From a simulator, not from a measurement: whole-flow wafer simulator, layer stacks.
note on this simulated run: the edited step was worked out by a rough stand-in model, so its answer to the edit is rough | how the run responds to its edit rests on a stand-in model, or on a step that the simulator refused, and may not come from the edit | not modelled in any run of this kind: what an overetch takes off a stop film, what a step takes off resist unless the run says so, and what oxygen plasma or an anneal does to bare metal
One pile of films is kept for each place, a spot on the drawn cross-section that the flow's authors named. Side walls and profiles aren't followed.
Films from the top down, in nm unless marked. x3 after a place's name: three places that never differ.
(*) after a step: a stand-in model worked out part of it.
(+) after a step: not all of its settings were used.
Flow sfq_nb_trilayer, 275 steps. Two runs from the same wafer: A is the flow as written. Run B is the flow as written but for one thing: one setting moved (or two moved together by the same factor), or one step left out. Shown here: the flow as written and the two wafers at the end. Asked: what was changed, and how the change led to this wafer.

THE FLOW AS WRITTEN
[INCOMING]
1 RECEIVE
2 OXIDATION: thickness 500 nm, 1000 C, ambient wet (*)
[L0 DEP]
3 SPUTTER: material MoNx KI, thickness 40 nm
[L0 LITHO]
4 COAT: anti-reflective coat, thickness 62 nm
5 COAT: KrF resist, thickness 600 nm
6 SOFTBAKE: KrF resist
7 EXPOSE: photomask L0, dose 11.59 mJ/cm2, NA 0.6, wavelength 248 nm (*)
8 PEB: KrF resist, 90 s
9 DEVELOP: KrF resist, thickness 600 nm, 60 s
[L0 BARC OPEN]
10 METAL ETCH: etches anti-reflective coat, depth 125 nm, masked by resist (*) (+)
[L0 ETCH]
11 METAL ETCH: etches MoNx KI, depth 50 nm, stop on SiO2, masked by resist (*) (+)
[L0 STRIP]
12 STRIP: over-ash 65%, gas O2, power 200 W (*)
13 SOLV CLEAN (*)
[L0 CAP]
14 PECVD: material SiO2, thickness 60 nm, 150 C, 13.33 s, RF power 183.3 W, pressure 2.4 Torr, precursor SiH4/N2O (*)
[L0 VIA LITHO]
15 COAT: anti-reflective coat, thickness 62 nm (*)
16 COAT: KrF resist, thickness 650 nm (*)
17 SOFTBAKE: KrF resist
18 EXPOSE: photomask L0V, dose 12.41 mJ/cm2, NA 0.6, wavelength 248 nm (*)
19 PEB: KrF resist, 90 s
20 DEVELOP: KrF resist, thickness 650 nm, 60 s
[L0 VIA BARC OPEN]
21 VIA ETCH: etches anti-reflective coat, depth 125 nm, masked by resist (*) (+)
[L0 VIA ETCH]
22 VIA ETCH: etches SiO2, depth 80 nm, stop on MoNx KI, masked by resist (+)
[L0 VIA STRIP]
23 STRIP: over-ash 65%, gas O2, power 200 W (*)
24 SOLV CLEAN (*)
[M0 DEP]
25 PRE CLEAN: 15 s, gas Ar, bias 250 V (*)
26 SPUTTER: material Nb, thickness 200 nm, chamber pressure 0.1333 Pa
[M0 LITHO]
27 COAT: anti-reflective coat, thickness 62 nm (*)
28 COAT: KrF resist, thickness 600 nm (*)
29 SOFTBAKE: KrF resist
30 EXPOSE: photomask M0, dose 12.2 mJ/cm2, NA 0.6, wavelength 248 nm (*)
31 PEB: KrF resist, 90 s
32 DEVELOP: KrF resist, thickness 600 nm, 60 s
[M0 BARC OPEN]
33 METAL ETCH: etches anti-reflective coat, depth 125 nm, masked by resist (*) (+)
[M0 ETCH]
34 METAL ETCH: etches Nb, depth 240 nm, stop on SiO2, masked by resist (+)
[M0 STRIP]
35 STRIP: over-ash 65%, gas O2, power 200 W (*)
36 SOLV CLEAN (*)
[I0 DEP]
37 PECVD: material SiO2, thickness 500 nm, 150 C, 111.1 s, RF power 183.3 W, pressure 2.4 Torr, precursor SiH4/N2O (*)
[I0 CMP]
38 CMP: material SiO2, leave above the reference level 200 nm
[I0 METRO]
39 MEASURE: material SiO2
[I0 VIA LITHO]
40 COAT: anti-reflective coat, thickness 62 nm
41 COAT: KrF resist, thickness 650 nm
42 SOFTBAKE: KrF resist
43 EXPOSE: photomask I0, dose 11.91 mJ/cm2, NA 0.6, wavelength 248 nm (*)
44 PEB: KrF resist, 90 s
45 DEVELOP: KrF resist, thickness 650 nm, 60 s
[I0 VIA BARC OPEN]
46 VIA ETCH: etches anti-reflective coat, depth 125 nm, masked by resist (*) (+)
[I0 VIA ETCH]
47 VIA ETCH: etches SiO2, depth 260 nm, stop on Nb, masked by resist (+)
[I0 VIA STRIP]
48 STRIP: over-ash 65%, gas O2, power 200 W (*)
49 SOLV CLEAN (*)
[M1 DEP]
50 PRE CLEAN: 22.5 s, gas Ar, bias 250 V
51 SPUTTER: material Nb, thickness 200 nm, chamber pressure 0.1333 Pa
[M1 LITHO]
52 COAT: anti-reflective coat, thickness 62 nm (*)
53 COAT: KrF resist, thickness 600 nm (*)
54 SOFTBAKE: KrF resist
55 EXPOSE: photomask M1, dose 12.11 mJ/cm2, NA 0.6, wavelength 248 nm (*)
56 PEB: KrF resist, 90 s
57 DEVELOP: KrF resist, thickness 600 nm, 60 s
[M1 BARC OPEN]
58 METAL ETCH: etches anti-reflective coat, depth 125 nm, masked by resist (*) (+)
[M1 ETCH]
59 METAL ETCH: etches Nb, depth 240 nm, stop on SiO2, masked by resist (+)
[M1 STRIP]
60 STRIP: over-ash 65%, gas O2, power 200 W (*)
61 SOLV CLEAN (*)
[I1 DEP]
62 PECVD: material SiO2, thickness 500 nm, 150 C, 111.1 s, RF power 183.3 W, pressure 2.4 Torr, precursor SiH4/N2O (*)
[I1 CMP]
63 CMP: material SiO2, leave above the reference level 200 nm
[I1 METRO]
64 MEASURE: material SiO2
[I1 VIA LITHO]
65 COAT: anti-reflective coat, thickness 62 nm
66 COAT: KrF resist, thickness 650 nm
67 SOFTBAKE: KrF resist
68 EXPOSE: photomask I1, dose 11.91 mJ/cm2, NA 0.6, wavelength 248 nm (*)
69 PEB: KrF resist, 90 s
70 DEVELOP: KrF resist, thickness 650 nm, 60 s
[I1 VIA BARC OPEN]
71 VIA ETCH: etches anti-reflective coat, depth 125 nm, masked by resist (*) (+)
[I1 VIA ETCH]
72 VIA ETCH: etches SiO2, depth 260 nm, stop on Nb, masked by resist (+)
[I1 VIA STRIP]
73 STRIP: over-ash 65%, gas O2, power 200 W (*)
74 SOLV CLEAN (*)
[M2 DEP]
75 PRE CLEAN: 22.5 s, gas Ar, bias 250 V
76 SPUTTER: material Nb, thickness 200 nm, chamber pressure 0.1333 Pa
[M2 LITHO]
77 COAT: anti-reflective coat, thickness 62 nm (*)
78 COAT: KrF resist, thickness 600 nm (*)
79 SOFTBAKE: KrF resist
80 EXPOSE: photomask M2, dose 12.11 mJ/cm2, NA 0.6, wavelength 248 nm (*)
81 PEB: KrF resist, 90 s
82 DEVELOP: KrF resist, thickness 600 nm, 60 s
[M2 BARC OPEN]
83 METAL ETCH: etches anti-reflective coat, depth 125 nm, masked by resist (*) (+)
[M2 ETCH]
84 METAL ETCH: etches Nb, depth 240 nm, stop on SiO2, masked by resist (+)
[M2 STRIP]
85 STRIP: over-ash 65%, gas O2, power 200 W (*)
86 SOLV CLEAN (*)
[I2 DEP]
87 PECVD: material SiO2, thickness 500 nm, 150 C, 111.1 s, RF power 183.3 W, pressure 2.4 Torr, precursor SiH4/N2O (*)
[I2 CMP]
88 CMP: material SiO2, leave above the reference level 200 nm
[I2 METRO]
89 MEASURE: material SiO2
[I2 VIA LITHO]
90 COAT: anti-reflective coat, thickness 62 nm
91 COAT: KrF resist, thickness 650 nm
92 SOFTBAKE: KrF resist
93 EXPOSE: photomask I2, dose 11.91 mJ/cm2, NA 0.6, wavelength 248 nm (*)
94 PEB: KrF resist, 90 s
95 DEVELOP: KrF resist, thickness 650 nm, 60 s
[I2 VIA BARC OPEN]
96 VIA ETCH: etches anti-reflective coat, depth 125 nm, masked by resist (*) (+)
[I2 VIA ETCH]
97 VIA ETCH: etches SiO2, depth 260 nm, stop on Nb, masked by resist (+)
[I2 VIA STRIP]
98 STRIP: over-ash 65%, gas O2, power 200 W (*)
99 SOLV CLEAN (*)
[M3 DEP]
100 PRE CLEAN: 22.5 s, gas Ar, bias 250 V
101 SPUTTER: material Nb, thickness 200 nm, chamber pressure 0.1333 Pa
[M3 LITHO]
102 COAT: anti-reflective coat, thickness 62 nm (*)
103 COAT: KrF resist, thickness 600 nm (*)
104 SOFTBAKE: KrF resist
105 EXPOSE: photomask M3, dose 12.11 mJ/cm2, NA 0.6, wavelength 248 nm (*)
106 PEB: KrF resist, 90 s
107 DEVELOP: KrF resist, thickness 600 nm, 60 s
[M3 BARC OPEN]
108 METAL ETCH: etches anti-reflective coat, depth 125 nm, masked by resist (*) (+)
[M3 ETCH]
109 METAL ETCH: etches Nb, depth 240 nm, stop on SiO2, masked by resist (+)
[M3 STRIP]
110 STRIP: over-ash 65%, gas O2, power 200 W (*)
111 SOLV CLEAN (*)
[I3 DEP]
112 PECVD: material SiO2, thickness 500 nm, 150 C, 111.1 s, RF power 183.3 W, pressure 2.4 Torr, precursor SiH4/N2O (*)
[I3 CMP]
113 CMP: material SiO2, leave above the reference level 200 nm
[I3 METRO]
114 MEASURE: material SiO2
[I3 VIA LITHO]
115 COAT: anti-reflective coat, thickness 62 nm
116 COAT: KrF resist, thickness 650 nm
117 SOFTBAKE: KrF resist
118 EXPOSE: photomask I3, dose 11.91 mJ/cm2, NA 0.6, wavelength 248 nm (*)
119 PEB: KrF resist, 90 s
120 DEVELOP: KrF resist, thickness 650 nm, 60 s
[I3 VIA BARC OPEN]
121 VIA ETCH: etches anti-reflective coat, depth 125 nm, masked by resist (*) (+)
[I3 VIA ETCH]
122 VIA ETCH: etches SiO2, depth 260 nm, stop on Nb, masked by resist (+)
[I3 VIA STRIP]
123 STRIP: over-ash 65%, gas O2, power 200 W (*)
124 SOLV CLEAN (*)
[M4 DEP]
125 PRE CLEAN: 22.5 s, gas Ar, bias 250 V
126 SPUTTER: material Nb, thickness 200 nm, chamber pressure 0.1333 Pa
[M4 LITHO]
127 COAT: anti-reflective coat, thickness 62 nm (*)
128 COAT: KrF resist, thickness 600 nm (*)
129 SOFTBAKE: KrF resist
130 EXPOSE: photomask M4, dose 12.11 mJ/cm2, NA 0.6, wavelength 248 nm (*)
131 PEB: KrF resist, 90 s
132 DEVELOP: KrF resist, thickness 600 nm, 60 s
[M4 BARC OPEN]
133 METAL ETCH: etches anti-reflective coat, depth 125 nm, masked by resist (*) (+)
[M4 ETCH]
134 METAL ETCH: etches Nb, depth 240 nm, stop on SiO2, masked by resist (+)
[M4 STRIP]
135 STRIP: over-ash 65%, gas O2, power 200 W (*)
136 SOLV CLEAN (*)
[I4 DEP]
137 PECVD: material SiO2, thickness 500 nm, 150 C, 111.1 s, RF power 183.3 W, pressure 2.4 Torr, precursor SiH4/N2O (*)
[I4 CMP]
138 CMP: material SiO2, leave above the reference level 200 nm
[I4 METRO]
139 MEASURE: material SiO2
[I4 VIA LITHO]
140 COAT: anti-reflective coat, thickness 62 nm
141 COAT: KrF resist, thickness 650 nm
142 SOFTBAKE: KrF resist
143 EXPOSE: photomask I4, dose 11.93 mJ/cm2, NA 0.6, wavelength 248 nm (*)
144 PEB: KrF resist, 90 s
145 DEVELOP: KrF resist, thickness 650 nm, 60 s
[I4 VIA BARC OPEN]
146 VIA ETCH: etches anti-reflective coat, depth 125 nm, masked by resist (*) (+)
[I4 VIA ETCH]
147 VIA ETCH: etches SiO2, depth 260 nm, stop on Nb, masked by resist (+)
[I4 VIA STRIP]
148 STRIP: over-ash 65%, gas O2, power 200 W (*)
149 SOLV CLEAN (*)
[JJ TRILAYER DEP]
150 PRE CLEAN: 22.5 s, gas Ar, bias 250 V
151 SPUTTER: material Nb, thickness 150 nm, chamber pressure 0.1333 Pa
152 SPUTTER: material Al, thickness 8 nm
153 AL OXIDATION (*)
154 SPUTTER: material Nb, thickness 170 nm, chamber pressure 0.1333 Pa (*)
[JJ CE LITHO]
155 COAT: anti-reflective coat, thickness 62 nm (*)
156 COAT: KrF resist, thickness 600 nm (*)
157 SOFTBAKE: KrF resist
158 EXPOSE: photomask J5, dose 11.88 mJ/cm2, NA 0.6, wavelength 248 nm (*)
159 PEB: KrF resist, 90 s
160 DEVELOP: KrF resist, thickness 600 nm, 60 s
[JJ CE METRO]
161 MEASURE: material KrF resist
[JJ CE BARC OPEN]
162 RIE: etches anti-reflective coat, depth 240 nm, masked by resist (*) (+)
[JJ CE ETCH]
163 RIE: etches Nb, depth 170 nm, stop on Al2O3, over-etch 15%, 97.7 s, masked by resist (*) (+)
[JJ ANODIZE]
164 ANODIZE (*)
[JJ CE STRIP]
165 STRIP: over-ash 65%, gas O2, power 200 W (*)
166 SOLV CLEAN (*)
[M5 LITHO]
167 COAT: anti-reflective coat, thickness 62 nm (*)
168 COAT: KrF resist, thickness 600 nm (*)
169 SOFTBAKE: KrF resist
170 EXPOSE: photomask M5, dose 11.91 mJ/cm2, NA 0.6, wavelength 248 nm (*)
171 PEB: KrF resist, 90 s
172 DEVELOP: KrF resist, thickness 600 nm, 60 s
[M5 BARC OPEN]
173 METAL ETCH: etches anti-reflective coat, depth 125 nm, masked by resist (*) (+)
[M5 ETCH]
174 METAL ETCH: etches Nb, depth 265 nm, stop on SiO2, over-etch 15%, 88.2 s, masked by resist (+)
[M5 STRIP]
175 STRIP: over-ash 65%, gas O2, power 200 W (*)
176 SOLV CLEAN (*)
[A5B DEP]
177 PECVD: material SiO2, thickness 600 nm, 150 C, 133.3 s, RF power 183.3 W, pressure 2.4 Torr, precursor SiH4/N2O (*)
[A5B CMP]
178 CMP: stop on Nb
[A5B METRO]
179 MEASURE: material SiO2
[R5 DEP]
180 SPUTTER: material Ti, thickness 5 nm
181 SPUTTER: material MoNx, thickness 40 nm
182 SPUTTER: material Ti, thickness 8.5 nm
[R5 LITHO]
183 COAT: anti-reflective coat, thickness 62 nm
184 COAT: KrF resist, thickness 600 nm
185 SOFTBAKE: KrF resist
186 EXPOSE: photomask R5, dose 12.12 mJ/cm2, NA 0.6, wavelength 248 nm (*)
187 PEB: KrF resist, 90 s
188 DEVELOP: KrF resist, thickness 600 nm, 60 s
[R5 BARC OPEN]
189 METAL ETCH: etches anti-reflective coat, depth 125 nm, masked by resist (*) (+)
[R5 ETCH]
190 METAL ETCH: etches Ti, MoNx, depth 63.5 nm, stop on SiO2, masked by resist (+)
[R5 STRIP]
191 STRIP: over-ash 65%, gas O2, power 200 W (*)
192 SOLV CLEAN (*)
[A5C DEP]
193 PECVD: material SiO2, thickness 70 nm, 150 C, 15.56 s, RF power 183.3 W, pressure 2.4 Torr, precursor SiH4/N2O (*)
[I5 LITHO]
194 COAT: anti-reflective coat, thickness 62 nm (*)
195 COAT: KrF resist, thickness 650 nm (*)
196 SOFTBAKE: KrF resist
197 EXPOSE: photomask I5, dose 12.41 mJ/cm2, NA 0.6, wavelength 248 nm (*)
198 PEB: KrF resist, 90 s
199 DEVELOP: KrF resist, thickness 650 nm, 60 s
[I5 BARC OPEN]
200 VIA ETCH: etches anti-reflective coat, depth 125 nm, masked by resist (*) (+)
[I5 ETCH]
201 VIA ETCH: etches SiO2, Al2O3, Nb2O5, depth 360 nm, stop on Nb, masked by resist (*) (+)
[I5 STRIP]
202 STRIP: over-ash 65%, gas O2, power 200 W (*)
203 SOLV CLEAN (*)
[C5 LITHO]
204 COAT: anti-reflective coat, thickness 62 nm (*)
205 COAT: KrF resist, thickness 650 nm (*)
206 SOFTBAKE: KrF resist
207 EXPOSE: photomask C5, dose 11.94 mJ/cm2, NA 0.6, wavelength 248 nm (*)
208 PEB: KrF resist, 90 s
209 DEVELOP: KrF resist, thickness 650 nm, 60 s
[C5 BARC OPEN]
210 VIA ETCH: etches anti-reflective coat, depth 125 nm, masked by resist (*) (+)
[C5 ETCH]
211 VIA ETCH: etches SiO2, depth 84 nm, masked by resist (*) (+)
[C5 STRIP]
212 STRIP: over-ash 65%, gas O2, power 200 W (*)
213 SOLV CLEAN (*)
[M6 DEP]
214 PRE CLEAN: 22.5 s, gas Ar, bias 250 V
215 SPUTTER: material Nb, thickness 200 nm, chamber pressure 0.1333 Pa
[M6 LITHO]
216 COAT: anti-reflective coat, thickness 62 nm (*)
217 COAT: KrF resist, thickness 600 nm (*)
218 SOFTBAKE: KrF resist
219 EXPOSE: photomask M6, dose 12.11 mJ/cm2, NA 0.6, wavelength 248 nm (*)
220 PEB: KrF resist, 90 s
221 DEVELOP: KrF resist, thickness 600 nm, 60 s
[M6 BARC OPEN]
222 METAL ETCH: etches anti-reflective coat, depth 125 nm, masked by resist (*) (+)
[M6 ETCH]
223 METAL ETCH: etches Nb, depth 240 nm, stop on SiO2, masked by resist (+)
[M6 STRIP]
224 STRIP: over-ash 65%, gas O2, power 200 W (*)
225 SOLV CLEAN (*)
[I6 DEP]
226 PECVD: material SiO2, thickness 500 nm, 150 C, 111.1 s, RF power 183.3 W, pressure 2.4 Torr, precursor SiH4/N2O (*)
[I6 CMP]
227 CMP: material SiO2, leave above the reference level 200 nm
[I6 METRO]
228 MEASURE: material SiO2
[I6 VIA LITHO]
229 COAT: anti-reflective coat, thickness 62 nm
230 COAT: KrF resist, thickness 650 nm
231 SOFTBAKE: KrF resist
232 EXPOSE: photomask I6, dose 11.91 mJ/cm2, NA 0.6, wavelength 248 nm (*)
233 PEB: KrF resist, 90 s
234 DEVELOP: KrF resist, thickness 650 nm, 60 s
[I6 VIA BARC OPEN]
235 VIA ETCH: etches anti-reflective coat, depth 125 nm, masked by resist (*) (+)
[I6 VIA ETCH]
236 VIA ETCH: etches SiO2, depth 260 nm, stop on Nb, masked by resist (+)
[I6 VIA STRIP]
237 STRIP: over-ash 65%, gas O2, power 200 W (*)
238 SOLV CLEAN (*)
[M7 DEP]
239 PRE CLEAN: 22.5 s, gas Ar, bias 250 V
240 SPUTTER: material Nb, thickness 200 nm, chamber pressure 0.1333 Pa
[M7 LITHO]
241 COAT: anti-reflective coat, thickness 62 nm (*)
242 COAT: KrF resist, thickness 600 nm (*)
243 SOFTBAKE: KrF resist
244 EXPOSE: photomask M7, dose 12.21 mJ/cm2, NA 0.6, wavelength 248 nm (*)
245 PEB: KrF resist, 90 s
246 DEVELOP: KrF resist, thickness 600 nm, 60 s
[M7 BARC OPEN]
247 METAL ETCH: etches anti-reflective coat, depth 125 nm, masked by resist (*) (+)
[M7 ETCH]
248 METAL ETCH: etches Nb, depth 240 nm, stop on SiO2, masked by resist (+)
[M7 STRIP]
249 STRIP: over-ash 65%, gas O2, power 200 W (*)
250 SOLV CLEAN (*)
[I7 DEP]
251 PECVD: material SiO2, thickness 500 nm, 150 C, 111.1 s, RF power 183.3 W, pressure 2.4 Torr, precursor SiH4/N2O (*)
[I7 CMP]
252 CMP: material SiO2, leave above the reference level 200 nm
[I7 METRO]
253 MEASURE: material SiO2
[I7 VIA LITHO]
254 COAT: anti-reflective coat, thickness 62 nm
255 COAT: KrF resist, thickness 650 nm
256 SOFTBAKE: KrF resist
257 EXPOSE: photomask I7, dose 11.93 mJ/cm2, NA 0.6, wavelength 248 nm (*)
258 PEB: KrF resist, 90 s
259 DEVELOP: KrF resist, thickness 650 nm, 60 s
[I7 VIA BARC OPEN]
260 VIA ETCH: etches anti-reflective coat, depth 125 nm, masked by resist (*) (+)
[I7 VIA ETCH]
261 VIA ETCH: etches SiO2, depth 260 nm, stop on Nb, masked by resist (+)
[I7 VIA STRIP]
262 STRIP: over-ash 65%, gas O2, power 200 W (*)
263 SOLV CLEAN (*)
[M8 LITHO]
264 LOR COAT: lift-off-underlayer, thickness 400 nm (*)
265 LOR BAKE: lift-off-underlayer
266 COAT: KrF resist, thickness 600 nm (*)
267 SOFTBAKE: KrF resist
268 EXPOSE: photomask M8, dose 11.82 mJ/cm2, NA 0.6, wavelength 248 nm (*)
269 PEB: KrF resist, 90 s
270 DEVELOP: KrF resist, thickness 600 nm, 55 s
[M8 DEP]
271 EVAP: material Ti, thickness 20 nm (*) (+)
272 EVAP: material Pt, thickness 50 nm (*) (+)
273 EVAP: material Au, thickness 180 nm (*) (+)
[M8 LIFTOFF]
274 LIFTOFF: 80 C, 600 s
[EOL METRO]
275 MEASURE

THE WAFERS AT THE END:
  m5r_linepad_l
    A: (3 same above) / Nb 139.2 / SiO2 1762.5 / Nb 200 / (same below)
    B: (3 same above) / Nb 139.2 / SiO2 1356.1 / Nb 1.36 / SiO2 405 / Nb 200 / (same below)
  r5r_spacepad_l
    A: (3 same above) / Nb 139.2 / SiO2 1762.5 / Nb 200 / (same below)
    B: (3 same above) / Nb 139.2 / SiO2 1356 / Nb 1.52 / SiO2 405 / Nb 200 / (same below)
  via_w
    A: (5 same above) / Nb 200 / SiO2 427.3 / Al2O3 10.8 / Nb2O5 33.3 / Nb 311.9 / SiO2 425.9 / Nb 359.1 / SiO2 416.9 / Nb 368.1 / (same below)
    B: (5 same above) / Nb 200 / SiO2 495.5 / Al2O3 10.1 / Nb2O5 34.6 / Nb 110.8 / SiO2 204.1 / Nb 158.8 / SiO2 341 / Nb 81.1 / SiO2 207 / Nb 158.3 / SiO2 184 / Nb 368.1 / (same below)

The cause: step 62, PECVD: thickness 220 nm was run, where the flow has thickness 500 nm; step 62, PECVD: 48.89 s was run, where the flow has 111.1 s.

How the change led to this, step by step:
  62 PECVD: material SiO2, thickness 500 nm, 150 C, 111.1 s, RF power 183.3 W, pressure 2.4 Torr, precursor SiH4/N2O (*)
      field_l, be, be_sur and 72 more: A SiO2 +500 | B SiO2 +220
      v_sur, via_wl, via_wr and 20 more: A SiO2 +500 (new film) | B SiO2 +220 (new film)
      (and at 8 more places)
  63 CMP: material SiO2, leave above the reference level 200 nm
      field_l, be, be_sur and 72 more: A SiO2 -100 | B nothing
      lsp_m, ln_m6, lsp_r, l0_sur, l0v: A SiO2 -94.9 | B nothing
      (and at 26 more places)
  65 COAT: anti-reflective coat, thickness 62 nm
      gap, jj_sur, be_r and 6 more: A anti-reflective coat +62 (new film) | B anti-reflective coat +64.1 (new film)
      m0r_space_l, m0r_space_r, m6r_space_l, m6r_space_r, m7r_space_l, m7r_space_r: A anti-reflective coat +62 (new film) | B anti-reflective coat +81.3 (new film)
      (and at 76 more places)
  66 COAT: KrF resist, thickness 650 nm
      m0r_line_l, m0r_line_r, m6r_line_l, m6r_line_r, m7r_line_l, m7r_line_r: A KrF resist +650 (new film) | B KrF resist +684.6 (new film)
      m0r_space_l, m0r_space_r, m6r_space_l, m6r_space_r, m7r_space_l, m7r_space_r: A KrF resist +650 (new film) | B KrF resist +673.9 (new film)
      (and at 60 more places)
  70 DEVELOP: KrF resist, thickness 650 nm, 60 s
      via_v: A KrF resist -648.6 (all of it) | B KrF resist -584.5 (all of it)
  71 VIA ETCH: etches anti-reflective coat, depth 125 nm, masked by resist (*) (+)
      field_l, v_sur, via_wl and 102 more: A KrF resist -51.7 | B KrF resist -39.9
      via_v: A anti-reflective coat -62 (all of it), SiO2 -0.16 | B anti-reflective coat -47.9 (all of it), SiO2 -0.12
  73 STRIP: over-ash 65%, gas O2, power 200 W (*)
      m0r_line_l, m0r_line_r, m6r_line_l, m6r_line_r, m7r_line_l, m7r_line_r: A KrF resist -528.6 (all of it), anti-reflective coat -62 (all of it) | B KrF resist -574.9 (all of it), anti-reflective coat -61.8 (all of it)
      m0r_space_l, m0r_space_r, m6r_space_l, m6r_space_r, m7r_space_l, m7r_space_r: A KrF resist -528.6 (all of it), anti-reflective coat -62 (all of it) | B KrF resist -564.3 (all of it), anti-reflective coat -81.3 (all of it)
      (and at 93 more places)
  76 SPUTTER: material Nb, thickness 200 nm, chamber pressure 0.1333 Pa
      lsp_m, ln_m6, lsp_r, l0_sur, l0v: A Nb +200 (new film) | B Nb +195.1 (new film)
      be, lsp_l: A Nb +200 (new film) | B Nb +183.6 (new film)
      (and at 1 more place)
  77 COAT: anti-reflective coat, thickness 62 nm (*)
      p3_s1, p3_s3, p3_l4, p3_s4: A anti-reflective coat +62 (new film) | B anti-reflective coat +63.9 (new film)
      wl_a_sr, wl_b_sl, wl_b_m5, wl_b_sr: A anti-reflective coat +62 (new film) | B anti-reflective coat +58.3 (new film)
      (and at 81 more places)
  78 COAT: KrF resist, thickness 600 nm (*)
      m0r_space_r, m5r_space_l, m5r_space_r, m6r_space_r, m7r_space_r: A KrF resist +600 (new film) | B KrF resist +623.7 (new film)
      m0r_line_l, m6r_line_l, m7r_line_l: A KrF resist +600 (new film) | B KrF resist +632.5 (new film)
      (and at 67 more places)
  82 DEVELOP: KrF resist, thickness 600 nm, 60 s
      m0r_space_r, m5r_space_l, m5r_space_r, m6r_space_r, m7r_space_r: A KrF resist -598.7 (all of it) | B KrF resist -622.4 (all of it)
      m0r_line_l, m6r_line_l, m7r_line_l: A KrF resist -598.7 (all of it) | B KrF resist -631.1 (all of it)
      (and at 45 more places)
  83 METAL ETCH: etches anti-reflective coat, depth 125 nm, masked by resist (*) (+)
      m5r_linepad_l, m5r_linepad_r, r5r_spacepad_l, r5r_spacepad_r, m8r_pad_l, m8r_pad_r: A anti-reflective coat -62 (all of it) | B anti-reflective coat -125
      v_sur, via_wl, via_w and 19 more: A KrF resist -51.7 | B KrF resist -69.4
      (and at 61 more places)
  84 METAL ETCH: etches Nb, depth 240 nm, stop on SiO2, masked by resist (+)
      m5r_linepad_l, m5r_linepad_r: A Nb -200 (all of it) | B anti-reflective coat -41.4 (all of it), Nb -198.6
      r5r_spacepad_l, r5r_spacepad_r: A Nb -200 (all of it) | B anti-reflective coat -41.5 (all of it), Nb -198.5
      (and at 9 more places)
  85 STRIP: over-ash 65%, gas O2, power 200 W (*)
      wl_a_sr, wl_b_m5: A KrF resist -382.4 (all of it), anti-reflective coat -62 (all of it) | B KrF resist -348.3 (all of it), anti-reflective coat -58.3 (all of it)
      v_sur: A KrF resist -380 (all of it), anti-reflective coat -61.4 (all of it) | B KrF resist -271.3 (all of it), anti-reflective coat -38.5 (all of it)
      (and at 19 more places)
  87 PECVD: material SiO2, thickness 500 nm, 150 C, 111.1 s, RF power 183.3 W, pressure 2.4 Torr, precursor SiH4/N2O (*)
      m5r_linepad_l, m5r_linepad_r, r5r_spacepad_l, r5r_spacepad_r: A SiO2 +500 | B SiO2 +500 (new film)
      wl_d_sl, wl_d_sr: A SiO2 +500 | B SiO2 +537.1
      (and at 1 more place)
  88 CMP: material SiO2, leave above the reference level 200 nm
      field_l, be, be_sur and 79 more: A SiO2 -100 | B nothing
      via_w: A SiO2 -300 | B SiO2 -157.1
  ... 42 more steps ...
  178 CMP: stop on Nb
      via_w: A SiO2 -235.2 | B SiO2 -226.5
Counting metal films that touch as one body, m5r_linepad_l has 3 bodies (between them, from the top down: SiO2 1356.1; SiO2 405); the flow as written gives 2 bodies (between them, from the top down: SiO2 1762.5).
Counting metal films that touch as one body, r5r_spacepad_l has 3 bodies (between them, from the top down: SiO2 1356; SiO2 405); the flow as written gives 2 bodies (between them, from the top down: SiO2 1762.5).
Counting metal films that touch as one body, via_w has 7 bodies (between them, from the top down: SiO2 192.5; SiO2 495.5 / Al2O3 10.1 / Nb2O5 34.6; SiO2 204.1; SiO2 341; SiO2 207; SiO2 184); the flow as written gives 5 bodies (between them, from the top down: SiO2 192.5; SiO2 427.3 / Al2O3 10.8 / Nb2O5 33.3; SiO2 425.9; SiO2 416.9).
